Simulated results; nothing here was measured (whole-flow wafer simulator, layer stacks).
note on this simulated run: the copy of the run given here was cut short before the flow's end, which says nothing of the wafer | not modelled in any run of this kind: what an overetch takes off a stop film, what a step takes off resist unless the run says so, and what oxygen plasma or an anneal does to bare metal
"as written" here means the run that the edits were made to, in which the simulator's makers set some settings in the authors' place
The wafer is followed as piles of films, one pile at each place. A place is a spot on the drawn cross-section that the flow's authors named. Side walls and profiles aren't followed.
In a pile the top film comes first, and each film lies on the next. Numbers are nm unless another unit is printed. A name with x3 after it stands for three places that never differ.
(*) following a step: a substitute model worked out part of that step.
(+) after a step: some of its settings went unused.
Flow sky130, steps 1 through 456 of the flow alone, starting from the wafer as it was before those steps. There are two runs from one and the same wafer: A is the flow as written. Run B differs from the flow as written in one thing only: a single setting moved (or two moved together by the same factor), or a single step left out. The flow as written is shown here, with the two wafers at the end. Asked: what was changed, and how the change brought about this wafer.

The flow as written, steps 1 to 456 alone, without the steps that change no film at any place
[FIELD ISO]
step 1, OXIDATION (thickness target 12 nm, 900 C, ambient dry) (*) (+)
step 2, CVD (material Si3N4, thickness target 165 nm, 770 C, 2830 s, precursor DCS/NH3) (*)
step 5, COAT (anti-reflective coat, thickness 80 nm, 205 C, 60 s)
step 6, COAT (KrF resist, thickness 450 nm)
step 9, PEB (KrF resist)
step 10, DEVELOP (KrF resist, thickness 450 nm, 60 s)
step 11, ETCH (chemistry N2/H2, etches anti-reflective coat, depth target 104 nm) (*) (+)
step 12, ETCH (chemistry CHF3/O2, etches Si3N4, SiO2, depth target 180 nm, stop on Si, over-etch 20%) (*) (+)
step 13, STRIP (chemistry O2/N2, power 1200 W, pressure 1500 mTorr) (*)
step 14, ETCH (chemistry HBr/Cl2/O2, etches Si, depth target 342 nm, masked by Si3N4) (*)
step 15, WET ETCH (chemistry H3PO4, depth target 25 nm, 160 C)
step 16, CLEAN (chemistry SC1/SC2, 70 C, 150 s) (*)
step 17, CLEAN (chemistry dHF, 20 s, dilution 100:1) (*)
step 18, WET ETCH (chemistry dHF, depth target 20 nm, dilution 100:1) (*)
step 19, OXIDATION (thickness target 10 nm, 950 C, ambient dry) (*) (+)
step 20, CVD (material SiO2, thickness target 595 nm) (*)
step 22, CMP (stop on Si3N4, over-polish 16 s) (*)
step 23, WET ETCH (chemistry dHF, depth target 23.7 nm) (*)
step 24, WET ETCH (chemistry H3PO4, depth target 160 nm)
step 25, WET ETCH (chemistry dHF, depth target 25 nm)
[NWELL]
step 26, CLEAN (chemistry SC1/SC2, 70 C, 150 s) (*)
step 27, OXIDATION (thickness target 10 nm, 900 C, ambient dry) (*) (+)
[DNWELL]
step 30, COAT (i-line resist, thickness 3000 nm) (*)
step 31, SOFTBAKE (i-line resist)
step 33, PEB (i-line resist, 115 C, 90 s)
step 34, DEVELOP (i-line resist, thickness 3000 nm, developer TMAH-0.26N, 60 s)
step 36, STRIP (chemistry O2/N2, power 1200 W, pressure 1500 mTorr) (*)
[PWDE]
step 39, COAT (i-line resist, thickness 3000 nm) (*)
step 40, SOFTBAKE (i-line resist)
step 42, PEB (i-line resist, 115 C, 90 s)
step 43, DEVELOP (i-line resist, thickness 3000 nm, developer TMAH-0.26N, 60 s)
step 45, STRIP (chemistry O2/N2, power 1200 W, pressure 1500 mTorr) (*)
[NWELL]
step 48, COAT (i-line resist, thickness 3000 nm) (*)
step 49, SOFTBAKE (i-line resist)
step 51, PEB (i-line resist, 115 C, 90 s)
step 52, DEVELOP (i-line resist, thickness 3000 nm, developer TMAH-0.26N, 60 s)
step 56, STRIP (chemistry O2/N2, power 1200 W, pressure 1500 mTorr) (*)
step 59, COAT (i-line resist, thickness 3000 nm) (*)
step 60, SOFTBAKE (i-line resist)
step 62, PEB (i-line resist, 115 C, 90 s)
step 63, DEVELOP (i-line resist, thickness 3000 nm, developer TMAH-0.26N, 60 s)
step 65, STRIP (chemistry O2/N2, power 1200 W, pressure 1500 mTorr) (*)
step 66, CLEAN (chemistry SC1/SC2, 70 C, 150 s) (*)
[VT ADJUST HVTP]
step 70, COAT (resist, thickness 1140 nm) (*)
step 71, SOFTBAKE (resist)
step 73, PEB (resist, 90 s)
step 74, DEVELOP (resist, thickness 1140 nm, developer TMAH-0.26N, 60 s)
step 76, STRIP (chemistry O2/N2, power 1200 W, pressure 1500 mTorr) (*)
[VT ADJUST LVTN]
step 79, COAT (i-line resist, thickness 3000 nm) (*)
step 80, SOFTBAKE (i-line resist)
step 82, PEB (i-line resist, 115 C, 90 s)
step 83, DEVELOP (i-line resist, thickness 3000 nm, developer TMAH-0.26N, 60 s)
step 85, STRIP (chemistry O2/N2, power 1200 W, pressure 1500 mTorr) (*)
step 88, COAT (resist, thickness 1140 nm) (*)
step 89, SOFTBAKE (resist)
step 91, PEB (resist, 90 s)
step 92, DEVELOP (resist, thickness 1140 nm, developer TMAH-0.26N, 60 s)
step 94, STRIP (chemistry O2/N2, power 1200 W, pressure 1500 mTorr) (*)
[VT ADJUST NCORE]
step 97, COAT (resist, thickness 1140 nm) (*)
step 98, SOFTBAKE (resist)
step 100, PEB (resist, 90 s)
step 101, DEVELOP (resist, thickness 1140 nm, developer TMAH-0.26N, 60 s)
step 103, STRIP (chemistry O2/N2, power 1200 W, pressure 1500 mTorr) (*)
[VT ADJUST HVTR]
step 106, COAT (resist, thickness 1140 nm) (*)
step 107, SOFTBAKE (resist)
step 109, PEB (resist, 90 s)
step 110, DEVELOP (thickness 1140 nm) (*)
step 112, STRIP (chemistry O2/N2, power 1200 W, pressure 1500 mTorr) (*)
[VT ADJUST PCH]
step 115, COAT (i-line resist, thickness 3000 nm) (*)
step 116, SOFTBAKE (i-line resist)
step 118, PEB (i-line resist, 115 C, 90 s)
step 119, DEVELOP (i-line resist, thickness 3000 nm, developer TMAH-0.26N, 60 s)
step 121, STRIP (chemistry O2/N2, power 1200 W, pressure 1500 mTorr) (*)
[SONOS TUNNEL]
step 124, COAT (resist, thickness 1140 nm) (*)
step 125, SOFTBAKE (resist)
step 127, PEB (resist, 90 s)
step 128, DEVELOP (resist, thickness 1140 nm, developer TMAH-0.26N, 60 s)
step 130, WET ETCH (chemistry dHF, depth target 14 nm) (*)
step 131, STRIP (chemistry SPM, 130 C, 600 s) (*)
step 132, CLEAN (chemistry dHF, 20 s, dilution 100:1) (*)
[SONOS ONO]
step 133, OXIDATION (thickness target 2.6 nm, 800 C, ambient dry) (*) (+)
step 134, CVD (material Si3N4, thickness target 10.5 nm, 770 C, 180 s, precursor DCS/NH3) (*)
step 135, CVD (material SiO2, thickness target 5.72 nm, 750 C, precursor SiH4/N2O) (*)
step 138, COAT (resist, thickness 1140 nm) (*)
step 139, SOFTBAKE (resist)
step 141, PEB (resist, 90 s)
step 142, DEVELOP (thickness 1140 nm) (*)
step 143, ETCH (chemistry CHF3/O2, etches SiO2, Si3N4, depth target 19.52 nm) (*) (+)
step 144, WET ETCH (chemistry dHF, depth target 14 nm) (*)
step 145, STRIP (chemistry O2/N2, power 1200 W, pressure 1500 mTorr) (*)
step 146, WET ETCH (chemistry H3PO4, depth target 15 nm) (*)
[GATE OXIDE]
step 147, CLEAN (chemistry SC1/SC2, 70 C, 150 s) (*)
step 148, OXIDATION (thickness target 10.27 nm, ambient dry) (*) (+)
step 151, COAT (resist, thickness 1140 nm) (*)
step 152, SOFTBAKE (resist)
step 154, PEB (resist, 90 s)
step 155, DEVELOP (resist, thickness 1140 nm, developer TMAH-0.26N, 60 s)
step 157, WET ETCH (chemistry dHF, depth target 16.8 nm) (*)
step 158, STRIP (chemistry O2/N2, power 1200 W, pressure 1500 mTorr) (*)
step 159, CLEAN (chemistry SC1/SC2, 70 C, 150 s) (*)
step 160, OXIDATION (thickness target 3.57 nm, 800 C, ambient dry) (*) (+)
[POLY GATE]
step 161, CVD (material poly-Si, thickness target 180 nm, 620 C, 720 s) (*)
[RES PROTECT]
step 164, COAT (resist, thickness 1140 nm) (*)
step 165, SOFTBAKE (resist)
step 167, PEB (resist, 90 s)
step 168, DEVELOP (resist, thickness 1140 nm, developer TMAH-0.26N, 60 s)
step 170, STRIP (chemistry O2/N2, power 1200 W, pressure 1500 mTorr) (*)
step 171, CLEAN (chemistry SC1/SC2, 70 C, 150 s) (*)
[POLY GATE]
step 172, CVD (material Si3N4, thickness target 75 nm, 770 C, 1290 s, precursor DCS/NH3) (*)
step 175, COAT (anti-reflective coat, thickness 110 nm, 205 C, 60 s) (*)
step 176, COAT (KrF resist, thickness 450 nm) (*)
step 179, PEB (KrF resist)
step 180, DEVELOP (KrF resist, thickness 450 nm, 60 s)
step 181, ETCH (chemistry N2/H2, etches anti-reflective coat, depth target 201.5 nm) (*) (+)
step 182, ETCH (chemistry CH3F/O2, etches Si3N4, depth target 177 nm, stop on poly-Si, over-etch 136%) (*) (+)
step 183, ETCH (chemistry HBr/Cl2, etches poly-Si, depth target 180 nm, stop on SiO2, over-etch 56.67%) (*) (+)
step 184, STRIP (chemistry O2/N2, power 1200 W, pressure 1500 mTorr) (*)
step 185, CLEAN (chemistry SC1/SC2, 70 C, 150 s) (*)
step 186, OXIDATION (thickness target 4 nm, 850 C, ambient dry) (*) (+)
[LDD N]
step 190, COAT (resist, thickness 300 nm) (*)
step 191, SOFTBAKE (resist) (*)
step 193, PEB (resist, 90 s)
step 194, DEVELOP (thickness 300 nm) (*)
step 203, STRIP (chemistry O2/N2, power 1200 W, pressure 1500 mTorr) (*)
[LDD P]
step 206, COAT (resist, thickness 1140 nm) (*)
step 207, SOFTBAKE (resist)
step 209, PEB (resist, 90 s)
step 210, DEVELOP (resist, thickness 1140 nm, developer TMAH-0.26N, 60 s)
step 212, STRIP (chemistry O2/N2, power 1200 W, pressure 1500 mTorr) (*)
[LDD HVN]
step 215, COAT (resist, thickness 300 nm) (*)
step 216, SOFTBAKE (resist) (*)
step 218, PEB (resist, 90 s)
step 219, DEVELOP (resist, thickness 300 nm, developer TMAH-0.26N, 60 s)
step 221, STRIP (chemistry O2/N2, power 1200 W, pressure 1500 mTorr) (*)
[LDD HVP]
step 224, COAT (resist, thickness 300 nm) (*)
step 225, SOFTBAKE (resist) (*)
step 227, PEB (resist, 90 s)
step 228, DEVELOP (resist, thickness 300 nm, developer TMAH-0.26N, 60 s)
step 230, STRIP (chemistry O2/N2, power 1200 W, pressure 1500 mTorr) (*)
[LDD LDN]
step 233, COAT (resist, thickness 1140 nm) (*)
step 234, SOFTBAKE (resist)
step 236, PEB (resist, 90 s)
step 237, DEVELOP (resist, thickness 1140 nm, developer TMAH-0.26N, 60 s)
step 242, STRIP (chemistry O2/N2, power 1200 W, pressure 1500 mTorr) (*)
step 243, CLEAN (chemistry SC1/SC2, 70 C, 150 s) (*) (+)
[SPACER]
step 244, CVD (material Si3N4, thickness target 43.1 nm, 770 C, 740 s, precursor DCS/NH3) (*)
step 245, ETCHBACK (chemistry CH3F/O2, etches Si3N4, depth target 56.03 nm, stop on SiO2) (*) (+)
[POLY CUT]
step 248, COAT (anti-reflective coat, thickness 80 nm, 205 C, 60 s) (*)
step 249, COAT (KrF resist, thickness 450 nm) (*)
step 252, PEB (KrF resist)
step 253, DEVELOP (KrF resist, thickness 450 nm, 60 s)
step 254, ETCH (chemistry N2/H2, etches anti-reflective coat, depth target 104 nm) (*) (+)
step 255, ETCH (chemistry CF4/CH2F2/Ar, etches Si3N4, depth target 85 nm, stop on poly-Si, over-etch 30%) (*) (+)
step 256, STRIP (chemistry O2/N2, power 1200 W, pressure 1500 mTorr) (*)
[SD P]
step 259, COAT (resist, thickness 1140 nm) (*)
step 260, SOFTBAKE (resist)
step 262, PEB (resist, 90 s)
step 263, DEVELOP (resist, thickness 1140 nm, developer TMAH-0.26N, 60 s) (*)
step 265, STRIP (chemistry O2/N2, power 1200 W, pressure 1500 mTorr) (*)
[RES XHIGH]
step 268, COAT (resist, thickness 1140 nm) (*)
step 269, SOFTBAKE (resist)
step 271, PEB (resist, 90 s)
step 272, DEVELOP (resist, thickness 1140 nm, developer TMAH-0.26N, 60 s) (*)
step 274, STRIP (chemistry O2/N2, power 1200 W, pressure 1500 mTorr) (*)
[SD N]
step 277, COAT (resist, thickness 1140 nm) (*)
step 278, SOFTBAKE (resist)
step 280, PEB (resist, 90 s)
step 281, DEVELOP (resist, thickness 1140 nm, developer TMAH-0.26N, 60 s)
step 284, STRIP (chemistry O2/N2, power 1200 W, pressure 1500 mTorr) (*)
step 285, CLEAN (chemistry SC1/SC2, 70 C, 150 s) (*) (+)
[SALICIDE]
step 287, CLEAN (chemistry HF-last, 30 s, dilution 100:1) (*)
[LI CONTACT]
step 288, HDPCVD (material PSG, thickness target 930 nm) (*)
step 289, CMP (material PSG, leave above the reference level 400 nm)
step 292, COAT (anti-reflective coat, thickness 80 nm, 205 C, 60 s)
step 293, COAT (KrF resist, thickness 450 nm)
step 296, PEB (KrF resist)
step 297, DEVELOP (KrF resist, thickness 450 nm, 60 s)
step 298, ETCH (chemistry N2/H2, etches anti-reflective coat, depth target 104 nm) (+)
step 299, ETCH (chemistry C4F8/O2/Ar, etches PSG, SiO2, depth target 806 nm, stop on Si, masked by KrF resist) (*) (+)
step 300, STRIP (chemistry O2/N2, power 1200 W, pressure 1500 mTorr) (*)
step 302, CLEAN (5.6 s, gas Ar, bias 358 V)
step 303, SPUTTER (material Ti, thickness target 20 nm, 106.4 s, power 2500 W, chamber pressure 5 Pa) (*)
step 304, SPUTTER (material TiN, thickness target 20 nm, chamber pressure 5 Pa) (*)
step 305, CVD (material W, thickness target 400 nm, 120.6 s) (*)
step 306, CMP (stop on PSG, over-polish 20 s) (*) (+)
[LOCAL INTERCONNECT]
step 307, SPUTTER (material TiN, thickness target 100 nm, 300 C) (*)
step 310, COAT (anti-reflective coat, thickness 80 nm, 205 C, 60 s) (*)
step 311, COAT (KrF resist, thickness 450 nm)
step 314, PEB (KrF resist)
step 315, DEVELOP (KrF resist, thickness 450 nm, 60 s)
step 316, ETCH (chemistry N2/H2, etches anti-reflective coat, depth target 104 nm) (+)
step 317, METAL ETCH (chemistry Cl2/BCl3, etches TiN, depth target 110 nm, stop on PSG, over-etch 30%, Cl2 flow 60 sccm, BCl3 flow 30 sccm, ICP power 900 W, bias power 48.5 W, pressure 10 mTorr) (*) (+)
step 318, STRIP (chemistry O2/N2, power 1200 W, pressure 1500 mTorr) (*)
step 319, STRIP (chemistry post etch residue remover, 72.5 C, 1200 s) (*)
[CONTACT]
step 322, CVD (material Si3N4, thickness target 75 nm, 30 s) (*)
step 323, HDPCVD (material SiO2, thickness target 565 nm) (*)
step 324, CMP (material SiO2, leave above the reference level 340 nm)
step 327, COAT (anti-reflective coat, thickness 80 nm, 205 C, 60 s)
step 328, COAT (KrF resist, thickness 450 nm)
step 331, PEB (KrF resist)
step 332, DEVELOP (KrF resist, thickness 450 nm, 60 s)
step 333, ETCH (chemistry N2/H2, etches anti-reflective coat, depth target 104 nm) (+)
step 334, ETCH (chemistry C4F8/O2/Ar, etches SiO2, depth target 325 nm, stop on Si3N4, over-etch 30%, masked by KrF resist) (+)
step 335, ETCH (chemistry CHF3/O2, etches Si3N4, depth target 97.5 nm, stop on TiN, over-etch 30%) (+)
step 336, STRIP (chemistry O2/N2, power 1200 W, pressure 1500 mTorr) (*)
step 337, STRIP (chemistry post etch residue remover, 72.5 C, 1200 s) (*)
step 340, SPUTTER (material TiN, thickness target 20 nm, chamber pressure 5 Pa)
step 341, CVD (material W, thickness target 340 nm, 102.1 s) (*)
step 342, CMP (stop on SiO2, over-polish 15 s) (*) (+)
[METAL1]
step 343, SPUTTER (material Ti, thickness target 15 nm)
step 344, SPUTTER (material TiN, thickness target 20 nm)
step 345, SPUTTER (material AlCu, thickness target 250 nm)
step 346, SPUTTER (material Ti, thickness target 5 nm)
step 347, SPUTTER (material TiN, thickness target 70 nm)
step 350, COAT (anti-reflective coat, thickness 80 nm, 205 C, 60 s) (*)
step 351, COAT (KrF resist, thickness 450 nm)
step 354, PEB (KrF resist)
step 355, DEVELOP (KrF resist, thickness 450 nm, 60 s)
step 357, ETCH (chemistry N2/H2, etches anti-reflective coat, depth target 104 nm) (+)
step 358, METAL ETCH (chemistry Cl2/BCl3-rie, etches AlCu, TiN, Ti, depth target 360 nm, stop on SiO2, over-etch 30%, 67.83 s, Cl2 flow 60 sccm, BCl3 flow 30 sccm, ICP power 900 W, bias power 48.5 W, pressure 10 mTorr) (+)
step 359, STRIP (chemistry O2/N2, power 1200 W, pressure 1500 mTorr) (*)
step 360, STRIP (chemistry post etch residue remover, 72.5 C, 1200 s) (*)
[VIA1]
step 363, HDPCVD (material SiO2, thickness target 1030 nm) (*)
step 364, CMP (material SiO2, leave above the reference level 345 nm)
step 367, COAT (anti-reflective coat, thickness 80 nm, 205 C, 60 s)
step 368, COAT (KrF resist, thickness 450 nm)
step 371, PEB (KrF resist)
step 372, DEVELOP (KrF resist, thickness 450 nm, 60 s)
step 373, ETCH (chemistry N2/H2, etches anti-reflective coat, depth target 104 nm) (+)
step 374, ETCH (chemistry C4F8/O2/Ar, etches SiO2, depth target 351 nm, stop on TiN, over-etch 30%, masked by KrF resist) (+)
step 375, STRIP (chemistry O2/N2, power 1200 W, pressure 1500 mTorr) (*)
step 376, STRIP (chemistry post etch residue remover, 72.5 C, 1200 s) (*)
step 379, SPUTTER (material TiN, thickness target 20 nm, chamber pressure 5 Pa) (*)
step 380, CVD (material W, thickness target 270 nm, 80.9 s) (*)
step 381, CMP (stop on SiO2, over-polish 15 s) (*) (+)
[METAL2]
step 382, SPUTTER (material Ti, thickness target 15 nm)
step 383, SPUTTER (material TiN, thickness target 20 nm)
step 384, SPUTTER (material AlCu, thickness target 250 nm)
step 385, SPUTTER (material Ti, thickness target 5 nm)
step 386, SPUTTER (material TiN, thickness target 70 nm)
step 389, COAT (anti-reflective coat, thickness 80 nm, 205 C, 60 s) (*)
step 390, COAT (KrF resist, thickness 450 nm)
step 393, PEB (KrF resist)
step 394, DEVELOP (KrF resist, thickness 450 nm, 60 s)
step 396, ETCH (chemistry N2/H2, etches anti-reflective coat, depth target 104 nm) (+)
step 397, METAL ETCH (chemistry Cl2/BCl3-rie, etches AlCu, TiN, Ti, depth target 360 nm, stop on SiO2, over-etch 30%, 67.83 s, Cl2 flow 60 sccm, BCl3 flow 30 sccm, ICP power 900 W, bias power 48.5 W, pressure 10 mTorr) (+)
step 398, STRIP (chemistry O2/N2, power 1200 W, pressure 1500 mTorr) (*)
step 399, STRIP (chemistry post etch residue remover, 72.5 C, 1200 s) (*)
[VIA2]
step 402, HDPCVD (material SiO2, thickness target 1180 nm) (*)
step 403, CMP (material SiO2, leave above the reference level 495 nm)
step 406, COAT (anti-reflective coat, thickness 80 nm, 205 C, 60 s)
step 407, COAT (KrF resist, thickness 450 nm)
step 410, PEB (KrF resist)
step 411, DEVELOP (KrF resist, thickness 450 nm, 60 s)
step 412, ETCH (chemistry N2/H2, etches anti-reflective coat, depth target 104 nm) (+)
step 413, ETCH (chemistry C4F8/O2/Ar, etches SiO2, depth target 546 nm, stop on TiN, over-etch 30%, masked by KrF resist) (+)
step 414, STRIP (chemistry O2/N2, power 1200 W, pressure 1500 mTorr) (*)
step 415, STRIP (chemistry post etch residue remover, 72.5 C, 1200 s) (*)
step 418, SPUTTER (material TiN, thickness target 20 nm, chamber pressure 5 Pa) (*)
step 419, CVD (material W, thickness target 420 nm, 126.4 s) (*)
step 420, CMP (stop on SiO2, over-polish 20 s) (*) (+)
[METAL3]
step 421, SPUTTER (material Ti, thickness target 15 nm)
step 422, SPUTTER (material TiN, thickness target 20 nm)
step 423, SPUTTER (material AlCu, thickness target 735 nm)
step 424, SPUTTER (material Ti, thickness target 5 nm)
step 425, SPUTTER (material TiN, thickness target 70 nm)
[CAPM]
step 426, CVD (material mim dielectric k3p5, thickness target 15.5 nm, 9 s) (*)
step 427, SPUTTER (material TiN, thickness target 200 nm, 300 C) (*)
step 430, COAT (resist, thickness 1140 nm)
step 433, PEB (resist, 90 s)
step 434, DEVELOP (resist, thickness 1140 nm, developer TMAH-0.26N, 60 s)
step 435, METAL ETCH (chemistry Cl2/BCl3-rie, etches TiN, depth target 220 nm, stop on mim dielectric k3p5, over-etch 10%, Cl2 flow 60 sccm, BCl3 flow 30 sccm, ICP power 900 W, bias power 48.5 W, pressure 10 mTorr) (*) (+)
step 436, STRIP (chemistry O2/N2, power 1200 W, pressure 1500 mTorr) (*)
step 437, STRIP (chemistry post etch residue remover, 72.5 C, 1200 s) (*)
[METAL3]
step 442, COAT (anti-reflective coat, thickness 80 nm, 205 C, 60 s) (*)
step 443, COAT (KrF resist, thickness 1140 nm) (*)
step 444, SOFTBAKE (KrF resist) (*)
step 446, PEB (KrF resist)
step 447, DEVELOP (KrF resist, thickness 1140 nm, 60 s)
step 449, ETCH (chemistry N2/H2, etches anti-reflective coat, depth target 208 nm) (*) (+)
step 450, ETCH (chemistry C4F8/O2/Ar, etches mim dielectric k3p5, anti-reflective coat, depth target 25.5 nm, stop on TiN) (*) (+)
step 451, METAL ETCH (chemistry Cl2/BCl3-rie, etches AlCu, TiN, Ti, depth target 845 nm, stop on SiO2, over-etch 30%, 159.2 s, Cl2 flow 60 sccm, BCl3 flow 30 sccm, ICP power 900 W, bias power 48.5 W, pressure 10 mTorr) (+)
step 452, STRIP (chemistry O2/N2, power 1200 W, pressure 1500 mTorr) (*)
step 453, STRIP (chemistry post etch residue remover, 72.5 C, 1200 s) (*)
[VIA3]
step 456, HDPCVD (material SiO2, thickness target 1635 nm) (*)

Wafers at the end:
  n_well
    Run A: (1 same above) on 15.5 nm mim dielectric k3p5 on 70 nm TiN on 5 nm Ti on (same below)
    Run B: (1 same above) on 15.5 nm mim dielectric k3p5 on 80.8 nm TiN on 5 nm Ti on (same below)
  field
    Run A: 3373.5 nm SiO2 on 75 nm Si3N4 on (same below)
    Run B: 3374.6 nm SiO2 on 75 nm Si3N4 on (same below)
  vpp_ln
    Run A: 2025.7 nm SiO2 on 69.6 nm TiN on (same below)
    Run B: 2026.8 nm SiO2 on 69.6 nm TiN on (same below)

The reason: step 425, SPUTTER: thickness target 80.8 nm was run, whereas the flow has thickness target 70 nm.
The wafer lets one read it off: n_well has TiN 80.8, and step 425 as written asks for 70 nm.

The path from the change to this, step by step:
  step 425, SPUTTER (material TiN, thickness target 70 nm)
      field, active, n_well and 188 more: A +70 TiN (new film) | B +80.8 TiN (new film)
  step 451, METAL ETCH (chemistry Cl2/BCl3-rie, etches AlCu, TiN, Ti, depth target 845 nm, stop on SiO2, over-etch 30%, 159.2 s, Cl2 flow 60 sccm, BCl3 flow 30 sccm, ICP power 900 W, bias power 48.5 W, pressure 10 mTorr) (+)
      field, active, gate and 69 more: A -70 TiN (all of it), -5 Ti (all of it), -735 AlCu (all of it), -20 TiN (all of it), -15 Ti (all of it), -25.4 SiO2 | B -80.8 TiN (all of it), -5 Ti (all of it), -735 AlCu (all of it), -20 TiN (all of it), -15 Ti (all of it), -24.3 SiO2
      vpp_ln, vpp_iso2, ndiff_ln and 10 more: A -70 TiN (all of it), -5 Ti (all of it), -735 AlCu (all of it), -20 TiN (all of it), -15 Ti (all of it), -25.3 SiO2 | B -80.8 TiN (all of it), -5 Ti (all of it), -735 AlCu (all of it), -20 TiN (all of it), -15 Ti (all of it), -24.3 SiO2
